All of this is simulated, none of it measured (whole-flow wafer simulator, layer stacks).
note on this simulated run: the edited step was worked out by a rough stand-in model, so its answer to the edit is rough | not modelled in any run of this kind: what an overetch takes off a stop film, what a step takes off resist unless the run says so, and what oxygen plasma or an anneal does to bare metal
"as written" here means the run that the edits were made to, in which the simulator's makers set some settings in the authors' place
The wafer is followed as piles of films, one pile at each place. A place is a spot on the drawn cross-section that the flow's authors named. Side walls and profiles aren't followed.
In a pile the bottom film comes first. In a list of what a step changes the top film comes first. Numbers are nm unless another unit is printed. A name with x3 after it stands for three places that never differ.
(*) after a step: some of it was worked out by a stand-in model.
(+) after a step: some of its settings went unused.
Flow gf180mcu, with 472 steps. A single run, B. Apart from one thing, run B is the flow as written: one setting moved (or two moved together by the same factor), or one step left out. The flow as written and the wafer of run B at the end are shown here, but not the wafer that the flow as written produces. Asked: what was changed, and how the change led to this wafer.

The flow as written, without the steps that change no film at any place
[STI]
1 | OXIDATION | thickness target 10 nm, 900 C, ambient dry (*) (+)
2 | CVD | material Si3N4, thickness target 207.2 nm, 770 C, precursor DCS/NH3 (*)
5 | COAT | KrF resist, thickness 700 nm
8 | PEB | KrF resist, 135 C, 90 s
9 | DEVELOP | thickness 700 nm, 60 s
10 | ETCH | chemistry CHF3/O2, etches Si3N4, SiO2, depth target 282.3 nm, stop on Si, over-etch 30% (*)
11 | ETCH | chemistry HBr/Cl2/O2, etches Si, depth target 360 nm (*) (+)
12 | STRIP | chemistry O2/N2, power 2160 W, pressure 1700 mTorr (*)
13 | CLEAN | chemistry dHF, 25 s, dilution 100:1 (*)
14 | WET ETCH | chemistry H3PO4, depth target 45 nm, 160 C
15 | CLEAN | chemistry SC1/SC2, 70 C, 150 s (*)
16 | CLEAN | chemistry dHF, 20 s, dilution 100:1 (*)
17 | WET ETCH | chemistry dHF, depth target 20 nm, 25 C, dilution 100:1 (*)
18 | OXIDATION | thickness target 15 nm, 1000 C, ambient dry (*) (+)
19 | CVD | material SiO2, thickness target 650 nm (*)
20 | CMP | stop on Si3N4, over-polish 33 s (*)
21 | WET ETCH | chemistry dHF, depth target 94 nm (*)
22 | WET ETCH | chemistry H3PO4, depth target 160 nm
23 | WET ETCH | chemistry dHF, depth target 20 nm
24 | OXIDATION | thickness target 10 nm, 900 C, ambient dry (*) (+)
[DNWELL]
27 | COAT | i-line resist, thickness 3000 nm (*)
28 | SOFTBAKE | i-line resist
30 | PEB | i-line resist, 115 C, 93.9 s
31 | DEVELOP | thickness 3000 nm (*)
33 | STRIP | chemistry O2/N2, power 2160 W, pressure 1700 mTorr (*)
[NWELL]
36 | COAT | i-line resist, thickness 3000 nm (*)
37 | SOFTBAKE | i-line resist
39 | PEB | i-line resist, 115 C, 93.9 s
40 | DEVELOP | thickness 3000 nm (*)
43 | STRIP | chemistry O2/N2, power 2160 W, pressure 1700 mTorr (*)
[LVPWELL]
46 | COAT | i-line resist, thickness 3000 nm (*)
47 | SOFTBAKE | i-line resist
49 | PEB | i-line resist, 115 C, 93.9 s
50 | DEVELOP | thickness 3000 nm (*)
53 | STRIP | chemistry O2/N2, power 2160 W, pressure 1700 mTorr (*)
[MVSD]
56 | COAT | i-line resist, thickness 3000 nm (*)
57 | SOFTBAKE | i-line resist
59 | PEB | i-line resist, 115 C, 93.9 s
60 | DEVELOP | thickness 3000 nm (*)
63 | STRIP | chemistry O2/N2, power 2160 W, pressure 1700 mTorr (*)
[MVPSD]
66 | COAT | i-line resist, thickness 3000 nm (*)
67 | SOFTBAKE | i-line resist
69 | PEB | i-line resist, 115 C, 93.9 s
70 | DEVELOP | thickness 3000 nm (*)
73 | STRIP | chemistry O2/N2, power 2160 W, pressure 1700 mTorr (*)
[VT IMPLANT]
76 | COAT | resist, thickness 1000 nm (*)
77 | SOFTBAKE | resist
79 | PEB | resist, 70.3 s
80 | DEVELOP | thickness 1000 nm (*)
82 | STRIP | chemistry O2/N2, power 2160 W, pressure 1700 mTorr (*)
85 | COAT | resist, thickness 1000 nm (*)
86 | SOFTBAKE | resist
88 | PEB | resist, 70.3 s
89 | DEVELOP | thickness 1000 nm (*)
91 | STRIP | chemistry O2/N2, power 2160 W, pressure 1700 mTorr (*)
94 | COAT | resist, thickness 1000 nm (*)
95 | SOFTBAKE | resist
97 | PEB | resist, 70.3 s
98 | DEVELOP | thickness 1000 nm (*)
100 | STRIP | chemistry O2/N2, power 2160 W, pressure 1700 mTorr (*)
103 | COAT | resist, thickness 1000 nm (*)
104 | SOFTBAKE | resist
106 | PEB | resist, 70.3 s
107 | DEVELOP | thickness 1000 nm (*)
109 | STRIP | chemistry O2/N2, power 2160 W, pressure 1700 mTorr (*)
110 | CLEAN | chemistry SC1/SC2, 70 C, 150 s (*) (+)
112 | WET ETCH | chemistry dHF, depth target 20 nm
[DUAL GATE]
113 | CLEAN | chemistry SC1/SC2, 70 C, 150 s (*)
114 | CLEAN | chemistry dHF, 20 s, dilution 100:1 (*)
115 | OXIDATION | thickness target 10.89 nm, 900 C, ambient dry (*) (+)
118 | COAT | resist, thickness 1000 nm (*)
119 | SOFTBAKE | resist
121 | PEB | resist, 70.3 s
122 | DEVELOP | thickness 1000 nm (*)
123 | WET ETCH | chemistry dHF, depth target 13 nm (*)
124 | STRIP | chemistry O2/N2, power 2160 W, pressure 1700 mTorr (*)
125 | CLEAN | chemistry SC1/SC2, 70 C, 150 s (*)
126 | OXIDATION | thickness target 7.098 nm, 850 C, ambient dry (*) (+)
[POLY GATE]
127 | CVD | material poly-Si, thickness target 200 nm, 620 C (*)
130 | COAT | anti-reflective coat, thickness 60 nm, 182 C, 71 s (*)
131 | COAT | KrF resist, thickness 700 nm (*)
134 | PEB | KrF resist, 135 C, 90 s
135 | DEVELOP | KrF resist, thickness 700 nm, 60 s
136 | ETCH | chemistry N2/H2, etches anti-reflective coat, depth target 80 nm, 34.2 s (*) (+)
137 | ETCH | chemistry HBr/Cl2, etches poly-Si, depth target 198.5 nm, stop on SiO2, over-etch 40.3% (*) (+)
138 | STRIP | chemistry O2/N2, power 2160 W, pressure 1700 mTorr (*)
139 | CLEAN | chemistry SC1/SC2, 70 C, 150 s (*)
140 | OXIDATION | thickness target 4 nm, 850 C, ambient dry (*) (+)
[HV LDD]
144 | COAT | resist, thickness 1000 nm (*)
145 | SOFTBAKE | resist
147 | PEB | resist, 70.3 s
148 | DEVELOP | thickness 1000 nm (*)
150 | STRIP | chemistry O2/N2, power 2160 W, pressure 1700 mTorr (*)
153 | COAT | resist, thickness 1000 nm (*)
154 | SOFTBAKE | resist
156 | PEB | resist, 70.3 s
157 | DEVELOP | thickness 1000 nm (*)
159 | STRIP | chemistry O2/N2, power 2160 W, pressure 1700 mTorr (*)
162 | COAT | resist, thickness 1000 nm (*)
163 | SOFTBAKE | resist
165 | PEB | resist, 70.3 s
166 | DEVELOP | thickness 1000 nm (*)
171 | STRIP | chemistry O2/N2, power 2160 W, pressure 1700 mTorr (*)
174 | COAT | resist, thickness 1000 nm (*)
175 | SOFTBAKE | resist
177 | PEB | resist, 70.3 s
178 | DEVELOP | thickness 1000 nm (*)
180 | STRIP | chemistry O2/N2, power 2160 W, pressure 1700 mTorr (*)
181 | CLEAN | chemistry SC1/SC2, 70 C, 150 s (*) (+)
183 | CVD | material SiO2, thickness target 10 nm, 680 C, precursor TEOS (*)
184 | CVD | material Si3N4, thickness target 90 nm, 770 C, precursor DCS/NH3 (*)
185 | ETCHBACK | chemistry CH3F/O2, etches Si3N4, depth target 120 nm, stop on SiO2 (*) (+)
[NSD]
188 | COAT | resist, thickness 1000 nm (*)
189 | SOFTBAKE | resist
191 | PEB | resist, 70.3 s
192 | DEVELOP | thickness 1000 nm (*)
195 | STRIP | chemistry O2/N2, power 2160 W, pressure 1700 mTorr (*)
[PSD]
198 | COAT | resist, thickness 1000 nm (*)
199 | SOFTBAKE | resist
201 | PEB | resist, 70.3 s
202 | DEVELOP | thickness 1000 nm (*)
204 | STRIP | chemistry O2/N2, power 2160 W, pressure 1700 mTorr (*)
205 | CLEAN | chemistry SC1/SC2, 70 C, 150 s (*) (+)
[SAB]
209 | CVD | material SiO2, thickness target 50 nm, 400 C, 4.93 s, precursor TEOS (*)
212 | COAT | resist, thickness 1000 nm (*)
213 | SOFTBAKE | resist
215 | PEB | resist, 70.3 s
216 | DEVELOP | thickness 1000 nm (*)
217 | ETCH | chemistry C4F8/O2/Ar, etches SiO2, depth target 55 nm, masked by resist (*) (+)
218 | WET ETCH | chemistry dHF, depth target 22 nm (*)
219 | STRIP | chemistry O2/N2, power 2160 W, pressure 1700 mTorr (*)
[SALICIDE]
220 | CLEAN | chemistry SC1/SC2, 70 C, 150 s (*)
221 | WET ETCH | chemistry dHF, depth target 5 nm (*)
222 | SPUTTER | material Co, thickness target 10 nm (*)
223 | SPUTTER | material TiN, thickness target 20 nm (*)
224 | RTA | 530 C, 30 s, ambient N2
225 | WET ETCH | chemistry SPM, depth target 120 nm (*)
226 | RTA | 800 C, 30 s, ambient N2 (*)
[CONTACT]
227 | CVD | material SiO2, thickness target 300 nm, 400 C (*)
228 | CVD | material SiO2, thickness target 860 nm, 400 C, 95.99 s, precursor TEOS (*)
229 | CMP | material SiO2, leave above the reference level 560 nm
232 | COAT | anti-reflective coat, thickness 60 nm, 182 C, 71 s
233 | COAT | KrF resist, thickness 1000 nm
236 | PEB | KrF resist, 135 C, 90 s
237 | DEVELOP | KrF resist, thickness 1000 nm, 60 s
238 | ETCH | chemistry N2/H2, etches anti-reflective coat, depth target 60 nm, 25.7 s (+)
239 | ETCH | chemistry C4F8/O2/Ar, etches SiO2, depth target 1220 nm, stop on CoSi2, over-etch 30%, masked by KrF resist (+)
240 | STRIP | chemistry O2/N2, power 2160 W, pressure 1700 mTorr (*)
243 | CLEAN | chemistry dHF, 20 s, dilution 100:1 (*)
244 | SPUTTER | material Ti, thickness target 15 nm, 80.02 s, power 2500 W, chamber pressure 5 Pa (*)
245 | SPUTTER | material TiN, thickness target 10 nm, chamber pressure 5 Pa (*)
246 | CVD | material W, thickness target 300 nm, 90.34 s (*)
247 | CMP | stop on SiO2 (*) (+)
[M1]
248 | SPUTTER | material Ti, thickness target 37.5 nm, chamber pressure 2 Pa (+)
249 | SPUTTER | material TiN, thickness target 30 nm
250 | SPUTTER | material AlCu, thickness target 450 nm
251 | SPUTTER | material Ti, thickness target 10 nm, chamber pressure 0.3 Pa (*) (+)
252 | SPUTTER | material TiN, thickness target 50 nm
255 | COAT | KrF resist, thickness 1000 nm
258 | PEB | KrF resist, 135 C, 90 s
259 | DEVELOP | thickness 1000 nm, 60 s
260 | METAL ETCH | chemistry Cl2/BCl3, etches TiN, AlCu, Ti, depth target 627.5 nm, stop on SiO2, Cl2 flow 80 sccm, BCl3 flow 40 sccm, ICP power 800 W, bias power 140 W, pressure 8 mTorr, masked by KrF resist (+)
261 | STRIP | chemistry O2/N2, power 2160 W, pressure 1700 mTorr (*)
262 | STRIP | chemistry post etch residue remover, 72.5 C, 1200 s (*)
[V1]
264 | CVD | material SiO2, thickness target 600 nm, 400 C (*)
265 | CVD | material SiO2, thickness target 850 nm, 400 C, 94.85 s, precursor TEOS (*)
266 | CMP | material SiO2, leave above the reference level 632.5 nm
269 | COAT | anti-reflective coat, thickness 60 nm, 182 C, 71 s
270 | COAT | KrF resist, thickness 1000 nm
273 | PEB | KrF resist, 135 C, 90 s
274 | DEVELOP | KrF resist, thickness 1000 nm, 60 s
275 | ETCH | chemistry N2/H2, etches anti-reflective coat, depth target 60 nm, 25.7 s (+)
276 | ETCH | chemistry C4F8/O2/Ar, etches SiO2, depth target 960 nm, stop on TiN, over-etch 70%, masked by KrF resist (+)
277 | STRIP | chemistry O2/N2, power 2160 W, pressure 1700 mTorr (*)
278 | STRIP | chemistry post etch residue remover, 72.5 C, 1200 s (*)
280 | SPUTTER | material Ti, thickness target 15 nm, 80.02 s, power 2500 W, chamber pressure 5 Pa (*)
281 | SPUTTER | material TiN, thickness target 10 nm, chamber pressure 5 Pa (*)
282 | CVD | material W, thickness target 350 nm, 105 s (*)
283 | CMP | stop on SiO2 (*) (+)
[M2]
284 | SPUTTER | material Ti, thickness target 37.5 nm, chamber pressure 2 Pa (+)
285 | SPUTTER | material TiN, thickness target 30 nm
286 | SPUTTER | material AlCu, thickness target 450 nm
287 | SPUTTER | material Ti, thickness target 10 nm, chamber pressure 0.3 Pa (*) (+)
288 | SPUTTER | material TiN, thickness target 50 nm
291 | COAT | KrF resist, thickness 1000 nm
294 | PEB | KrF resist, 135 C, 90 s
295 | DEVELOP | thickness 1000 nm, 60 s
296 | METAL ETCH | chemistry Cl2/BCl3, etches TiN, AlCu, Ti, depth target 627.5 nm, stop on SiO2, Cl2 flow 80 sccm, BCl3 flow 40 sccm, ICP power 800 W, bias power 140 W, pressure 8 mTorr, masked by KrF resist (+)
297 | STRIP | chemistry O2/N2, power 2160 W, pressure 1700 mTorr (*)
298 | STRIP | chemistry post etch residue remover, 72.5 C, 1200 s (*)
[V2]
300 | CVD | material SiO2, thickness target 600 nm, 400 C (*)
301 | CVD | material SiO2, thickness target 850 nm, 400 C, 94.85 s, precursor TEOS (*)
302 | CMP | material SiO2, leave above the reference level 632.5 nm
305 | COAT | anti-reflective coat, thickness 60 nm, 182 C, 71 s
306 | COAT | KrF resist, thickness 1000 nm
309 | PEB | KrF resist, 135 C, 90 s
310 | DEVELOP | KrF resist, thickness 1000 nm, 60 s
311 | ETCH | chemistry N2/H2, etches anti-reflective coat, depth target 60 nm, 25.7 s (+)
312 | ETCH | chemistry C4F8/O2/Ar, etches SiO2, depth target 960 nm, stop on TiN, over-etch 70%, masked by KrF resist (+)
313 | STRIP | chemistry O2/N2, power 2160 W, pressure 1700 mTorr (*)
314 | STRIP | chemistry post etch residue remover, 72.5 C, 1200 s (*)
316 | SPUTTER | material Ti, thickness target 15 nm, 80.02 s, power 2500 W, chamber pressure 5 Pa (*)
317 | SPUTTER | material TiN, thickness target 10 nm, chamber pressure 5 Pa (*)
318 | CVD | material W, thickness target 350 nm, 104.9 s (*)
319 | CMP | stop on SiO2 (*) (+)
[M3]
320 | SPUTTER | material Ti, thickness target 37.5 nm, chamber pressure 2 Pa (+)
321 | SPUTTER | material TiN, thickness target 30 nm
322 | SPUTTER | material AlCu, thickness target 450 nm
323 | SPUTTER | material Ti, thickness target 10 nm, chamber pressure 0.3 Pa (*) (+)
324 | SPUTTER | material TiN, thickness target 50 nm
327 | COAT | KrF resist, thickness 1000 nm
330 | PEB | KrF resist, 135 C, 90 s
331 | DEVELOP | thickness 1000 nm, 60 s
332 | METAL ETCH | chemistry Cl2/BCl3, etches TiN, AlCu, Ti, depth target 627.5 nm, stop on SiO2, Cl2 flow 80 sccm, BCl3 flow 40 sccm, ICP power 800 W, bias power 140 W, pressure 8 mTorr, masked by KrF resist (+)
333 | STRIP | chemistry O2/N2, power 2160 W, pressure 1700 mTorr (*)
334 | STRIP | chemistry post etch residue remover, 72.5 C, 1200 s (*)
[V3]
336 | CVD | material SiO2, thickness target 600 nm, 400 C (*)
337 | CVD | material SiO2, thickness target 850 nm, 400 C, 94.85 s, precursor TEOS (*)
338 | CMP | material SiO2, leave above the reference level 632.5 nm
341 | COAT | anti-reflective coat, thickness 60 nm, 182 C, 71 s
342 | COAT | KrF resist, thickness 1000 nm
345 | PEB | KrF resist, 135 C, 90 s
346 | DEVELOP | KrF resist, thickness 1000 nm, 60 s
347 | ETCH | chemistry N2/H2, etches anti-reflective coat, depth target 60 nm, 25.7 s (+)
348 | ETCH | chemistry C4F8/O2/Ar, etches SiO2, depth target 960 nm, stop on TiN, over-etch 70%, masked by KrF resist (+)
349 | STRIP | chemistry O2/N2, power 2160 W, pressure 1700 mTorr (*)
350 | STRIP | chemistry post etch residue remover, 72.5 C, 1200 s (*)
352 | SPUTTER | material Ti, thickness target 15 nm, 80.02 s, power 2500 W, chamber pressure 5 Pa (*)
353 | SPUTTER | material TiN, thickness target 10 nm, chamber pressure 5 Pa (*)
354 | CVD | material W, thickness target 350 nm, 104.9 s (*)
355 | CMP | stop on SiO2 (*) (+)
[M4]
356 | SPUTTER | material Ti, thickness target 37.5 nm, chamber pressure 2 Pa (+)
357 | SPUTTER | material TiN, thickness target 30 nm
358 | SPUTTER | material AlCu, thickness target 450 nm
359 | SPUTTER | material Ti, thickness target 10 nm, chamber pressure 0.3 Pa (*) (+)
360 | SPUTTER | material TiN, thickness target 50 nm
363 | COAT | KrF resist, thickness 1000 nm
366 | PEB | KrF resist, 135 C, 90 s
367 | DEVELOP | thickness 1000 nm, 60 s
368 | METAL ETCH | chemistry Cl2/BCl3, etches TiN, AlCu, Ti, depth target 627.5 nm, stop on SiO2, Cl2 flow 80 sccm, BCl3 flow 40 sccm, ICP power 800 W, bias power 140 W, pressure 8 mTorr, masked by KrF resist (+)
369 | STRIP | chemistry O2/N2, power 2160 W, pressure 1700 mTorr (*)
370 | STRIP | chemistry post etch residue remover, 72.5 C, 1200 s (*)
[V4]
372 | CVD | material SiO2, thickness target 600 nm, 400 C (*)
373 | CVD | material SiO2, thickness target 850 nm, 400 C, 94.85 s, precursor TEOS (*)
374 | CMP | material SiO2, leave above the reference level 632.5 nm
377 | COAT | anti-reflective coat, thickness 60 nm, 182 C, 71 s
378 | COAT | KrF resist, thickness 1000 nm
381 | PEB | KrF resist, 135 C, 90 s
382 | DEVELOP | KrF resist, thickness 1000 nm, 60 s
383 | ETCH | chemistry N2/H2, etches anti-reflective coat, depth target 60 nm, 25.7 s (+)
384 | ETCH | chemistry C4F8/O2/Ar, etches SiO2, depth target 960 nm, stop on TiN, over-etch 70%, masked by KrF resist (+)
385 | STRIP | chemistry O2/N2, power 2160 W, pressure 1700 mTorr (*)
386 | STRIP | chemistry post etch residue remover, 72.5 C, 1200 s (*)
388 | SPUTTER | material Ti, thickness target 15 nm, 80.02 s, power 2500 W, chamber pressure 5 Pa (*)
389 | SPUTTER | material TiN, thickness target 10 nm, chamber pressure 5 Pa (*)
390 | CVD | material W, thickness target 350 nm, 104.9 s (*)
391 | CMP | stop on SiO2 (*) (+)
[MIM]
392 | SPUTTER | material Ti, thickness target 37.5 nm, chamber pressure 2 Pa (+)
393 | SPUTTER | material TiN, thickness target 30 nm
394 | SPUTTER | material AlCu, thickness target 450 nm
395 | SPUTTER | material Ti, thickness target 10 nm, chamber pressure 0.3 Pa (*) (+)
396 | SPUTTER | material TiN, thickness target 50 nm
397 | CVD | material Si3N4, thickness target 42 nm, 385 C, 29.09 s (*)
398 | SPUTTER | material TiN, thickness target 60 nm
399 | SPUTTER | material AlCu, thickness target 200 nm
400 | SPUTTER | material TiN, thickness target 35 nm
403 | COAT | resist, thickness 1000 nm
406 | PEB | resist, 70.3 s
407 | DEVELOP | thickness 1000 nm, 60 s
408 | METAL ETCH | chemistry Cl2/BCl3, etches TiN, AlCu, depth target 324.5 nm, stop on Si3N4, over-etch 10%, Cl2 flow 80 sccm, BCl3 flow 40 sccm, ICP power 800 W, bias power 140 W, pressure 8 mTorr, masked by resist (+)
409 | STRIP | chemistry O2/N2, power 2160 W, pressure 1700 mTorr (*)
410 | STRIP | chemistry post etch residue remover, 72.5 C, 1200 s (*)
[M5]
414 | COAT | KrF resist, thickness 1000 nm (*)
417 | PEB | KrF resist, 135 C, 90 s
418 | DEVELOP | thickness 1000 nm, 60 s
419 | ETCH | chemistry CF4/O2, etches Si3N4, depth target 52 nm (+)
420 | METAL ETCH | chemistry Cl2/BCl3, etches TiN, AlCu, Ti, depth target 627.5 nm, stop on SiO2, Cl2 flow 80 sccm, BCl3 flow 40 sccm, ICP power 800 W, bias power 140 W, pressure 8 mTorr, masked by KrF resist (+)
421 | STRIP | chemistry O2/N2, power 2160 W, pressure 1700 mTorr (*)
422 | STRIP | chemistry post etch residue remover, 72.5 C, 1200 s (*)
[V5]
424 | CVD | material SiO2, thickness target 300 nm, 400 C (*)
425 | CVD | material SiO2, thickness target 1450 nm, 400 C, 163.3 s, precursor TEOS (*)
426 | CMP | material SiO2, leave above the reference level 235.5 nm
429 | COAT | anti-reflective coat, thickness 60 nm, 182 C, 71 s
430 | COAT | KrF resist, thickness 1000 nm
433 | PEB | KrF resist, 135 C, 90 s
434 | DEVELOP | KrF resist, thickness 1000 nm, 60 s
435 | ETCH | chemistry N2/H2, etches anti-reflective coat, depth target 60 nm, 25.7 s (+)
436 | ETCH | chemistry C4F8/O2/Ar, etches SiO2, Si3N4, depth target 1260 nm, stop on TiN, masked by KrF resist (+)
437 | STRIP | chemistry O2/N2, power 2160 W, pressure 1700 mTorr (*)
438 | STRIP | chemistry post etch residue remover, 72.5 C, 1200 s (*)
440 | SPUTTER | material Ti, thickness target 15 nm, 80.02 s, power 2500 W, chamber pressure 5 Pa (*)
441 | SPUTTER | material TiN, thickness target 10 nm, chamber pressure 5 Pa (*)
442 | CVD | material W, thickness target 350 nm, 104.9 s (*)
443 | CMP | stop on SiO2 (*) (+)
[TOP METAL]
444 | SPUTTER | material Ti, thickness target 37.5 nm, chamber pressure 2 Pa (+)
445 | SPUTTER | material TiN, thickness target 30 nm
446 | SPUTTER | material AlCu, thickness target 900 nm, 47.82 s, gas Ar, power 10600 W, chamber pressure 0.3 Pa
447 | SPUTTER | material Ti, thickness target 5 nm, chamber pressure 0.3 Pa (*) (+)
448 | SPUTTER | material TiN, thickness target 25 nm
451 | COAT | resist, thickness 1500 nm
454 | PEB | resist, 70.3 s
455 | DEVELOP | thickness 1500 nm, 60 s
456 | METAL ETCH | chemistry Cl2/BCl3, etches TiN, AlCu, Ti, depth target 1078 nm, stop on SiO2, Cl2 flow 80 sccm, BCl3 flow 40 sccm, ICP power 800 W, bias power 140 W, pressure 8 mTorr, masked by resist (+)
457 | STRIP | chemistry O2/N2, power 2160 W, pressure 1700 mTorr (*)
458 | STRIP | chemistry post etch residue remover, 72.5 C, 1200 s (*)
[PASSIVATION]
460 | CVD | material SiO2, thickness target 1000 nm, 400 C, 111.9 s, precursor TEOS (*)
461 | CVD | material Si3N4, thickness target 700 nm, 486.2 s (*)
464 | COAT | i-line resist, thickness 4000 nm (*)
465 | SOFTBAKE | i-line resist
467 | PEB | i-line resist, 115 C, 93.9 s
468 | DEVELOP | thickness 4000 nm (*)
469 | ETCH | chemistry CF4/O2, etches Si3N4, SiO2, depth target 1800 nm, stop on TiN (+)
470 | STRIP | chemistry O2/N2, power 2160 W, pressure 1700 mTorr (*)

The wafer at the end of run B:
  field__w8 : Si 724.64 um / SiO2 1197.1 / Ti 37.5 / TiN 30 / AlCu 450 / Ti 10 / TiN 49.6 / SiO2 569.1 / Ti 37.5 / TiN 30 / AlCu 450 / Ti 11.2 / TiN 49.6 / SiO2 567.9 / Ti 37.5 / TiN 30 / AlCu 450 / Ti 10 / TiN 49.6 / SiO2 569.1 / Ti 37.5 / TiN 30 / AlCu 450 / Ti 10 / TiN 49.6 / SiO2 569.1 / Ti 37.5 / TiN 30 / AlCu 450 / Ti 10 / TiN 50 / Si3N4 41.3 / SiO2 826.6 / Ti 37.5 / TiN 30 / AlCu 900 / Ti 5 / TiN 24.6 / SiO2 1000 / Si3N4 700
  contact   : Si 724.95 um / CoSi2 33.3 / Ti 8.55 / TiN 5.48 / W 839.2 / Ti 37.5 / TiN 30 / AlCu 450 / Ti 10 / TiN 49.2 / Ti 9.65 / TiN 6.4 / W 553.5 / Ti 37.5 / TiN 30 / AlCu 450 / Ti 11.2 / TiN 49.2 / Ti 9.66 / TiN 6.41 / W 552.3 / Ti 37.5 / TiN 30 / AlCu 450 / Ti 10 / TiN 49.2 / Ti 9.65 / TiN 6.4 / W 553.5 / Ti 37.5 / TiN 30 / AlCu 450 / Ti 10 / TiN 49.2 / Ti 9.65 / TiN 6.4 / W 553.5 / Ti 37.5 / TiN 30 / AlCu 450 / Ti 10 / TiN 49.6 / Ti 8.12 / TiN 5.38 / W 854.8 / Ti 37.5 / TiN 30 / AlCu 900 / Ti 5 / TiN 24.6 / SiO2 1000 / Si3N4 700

The reason: step 287, SPUTTER: thickness target 11.2 nm was run, though the flow has thickness target 10 nm.
The wafer lets one read it off: field__w8 has Ti 11.2, and step 287 as written asks for 10 nm.

The path from the change to this, step by step:
  287 | SPUTTER | material Ti, thickness target 10 nm, chamber pressure 0.3 Pa (*) (+)
      field, field__w1, field__w2 and 108 more: +11.2 Ti (new film) (in the flow as written it would be: +10 Ti (new film))
  296 | METAL ETCH | chemistry Cl2/BCl3, etches TiN, AlCu, Ti, depth target 627.5 nm, stop on SiO2, Cl2 flow 80 sccm, BCl3 flow 40 sccm, ICP power 800 W, bias power 140 W, pressure 8 mTorr, masked by KrF resist (+)
      field, field__w1, field__w2 and 103 more: -50 TiN (all of it), -11.2 Ti (all of it), -450 AlCu (all of it), -30 TiN (all of it), -37.5 Ti (all of it) (in the flow as written it would be: -50 TiN (all of it), -10 Ti (all of it), -450 AlCu (all of it), -30 TiN (all of it), -37.5 Ti (all of it))
